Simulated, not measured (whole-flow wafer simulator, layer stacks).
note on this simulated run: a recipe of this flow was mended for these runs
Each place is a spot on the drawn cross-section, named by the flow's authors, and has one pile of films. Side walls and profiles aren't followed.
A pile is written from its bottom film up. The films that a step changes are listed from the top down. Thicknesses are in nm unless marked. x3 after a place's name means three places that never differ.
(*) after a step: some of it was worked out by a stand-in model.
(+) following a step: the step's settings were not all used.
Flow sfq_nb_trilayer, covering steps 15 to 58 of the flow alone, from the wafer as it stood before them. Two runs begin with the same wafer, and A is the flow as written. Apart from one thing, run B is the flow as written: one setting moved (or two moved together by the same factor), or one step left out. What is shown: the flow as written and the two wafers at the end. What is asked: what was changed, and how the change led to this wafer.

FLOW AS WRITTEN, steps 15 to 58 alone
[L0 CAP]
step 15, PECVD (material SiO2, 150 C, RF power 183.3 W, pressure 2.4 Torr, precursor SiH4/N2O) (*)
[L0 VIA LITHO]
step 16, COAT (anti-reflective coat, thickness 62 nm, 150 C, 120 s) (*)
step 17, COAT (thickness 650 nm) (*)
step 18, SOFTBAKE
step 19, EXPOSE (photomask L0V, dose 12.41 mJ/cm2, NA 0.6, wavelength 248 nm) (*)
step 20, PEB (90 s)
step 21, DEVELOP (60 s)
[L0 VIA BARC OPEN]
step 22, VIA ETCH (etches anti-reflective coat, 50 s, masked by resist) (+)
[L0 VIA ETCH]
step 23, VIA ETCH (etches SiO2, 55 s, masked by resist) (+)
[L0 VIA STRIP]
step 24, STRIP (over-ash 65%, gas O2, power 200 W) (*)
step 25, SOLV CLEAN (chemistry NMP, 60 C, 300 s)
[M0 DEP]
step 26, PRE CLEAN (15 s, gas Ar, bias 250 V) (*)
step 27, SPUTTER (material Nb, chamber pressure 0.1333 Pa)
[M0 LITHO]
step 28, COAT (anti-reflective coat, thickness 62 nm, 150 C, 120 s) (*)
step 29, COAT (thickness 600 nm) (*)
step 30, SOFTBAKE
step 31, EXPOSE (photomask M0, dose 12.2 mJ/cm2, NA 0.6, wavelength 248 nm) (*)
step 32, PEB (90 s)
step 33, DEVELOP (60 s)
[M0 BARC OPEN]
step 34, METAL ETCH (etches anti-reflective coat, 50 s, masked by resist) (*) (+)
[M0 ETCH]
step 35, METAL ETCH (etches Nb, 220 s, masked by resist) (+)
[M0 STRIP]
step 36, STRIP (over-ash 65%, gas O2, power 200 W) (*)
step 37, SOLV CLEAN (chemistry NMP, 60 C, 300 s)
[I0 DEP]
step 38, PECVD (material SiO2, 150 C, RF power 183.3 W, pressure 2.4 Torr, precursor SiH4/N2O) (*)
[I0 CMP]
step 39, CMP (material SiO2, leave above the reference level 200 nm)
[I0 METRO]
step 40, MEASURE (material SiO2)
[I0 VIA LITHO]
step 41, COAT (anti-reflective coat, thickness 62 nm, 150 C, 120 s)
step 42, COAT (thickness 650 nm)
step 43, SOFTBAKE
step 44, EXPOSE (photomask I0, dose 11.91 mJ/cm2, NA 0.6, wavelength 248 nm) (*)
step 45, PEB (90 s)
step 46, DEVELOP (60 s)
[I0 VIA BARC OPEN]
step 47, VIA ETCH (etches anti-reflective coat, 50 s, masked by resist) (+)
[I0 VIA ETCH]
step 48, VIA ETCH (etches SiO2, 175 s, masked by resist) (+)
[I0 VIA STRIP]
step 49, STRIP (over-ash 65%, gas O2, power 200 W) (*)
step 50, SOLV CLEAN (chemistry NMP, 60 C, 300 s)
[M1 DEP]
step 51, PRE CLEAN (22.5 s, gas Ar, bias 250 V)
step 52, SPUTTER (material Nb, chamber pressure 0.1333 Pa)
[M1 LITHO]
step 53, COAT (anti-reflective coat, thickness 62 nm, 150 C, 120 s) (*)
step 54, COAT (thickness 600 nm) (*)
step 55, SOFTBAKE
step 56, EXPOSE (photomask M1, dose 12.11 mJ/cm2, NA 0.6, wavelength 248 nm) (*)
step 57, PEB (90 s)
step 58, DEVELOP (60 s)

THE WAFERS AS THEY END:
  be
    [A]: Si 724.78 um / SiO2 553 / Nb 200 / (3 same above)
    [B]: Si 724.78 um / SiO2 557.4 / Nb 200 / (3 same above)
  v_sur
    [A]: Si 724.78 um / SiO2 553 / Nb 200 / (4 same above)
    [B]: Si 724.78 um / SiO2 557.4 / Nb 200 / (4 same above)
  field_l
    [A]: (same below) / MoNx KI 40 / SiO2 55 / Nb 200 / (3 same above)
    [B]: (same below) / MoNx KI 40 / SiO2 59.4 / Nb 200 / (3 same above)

The reason: step 15, PECVD: pressure 2.11 Torr was run, whereas the flow has pressure 2.4 Torr.

The path from the change to this, step by step:
  step 15, PECVD (material SiO2, 150 C, RF power 183.3 W, pressure 2.4 Torr, precursor SiH4/N2O) (*)
      v_sur, via_wl, via_w and 97 more: A SiO2 gains 60 | B SiO2 gains 64.4
      field_l, l0_sur, l0v, l0r_line_l, l0r_line_c, l0r_line_r: A SiO2 gains 60 (new film) | B SiO2 gains 64.4 (new film)
  step 23, VIA ETCH (etches SiO2, 55 s, masked by resist) (+)
      l0v: A SiO2 loses 59.7 (all of it), MoNx KI loses 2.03 | B SiO2 loses 64.1 (all of it), MoNx KI loses 1.59
  step 28, COAT (anti-reflective coat, thickness 62 nm, 150 C, 120 s) (*)
      l0_sur: A anti-reflective coat gains 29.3 (new film) | B anti-reflective coat gains 27.9 (new film)
  step 36, STRIP (over-ash 65%, gas O2, power 200 W) (*)
      l0_sur: A KrF-resist-other-grade loses 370 (all of it), anti-reflective coat loses 29.3 (all of it) | B KrF-resist-other-grade loses 370.7 (all of it), anti-reflective coat loses 27.9 (all of it)
